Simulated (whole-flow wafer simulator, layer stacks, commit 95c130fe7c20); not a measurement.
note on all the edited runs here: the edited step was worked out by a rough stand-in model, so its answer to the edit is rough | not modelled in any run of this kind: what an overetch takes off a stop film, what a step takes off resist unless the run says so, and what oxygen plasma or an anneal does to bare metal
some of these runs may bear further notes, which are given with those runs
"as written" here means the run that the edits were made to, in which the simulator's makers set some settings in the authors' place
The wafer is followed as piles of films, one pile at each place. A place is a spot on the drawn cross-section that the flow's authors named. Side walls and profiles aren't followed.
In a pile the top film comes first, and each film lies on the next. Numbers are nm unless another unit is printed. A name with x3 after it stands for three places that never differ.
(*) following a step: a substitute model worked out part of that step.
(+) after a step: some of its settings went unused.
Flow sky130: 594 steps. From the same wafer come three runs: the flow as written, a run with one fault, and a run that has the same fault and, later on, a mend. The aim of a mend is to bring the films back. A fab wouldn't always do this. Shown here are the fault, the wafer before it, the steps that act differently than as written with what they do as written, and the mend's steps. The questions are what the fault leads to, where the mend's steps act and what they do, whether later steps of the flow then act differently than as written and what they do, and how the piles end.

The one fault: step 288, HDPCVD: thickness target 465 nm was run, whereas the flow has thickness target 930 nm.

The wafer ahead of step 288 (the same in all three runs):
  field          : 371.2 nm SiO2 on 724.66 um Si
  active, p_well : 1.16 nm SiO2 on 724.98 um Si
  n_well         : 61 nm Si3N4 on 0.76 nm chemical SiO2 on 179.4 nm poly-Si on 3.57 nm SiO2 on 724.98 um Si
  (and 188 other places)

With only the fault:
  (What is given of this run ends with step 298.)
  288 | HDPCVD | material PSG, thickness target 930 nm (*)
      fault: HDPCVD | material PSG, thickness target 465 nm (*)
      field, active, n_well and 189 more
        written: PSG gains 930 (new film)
        fault: PSG gains 465 (new film)
  Later steps of the flow acting differently than as written (1 more step, not shown, differs only slightly: by at most 2% or 0.5 nm, whichever is larger):
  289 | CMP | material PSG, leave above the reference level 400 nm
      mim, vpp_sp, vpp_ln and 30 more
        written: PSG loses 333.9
        fault: nothing
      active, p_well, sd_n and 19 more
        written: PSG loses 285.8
        fault: nothing
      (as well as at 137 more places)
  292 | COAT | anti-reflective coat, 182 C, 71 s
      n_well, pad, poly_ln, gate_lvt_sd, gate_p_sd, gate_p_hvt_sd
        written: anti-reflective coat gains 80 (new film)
        fault: anti-reflective coat gains 3 (new film)
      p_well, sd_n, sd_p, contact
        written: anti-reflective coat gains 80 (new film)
        fault: anti-reflective coat gains 126.5 (new film)
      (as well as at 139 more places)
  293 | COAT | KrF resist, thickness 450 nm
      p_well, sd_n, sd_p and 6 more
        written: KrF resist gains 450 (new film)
        fault: KrF resist gains 479.2 (new film)
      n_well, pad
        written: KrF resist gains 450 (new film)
        fault: KrF resist gains 423.5 (new film)
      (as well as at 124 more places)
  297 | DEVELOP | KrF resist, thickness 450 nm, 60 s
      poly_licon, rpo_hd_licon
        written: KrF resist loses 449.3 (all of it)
        fault: KrF resist loses 386.6 (all of it)
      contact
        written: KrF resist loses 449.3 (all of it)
        fault: KrF resist loses 478.5 (all of it)
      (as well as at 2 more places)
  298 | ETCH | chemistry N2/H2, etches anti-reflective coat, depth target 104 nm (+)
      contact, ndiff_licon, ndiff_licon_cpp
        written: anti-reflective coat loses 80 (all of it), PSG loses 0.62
        fault: anti-reflective coat loses 104
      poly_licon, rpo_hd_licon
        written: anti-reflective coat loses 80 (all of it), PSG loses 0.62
        fault: anti-reflective coat loses 61 (all of it), PSG loses 1.1
  The piles after step 298 differ from the flow's at field, active, n_well and 172 more by more than 2% or 0.5 nm, whichever is larger.
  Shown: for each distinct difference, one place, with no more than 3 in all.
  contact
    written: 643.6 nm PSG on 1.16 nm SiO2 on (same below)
    fault: 22.5 nm anti-reflective coat on 465 nm PSG on 1.16 nm SiO2 on (same below)
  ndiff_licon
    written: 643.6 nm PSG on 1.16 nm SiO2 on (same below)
    fault: 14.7 nm anti-reflective coat on 465 nm PSG on 1.16 nm SiO2 on (same below)
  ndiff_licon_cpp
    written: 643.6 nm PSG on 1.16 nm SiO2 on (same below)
    fault: 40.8 nm anti-reflective coat on 465 nm PSG on 1.16 nm SiO2 on (same below)

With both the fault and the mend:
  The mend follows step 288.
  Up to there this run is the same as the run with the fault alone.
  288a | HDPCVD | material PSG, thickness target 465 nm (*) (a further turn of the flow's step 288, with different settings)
      field, active, n_well and 189 more
        PSG gains 465
  None of the later steps of the flow differs from how it acts as written, at any place that is followed, by more than 2% or 0.5 nm, whichever is larger.
  At the end the piles are close to the flow's at the places that both follow, differing by at most 2% or 0.5 nm, whichever is larger.
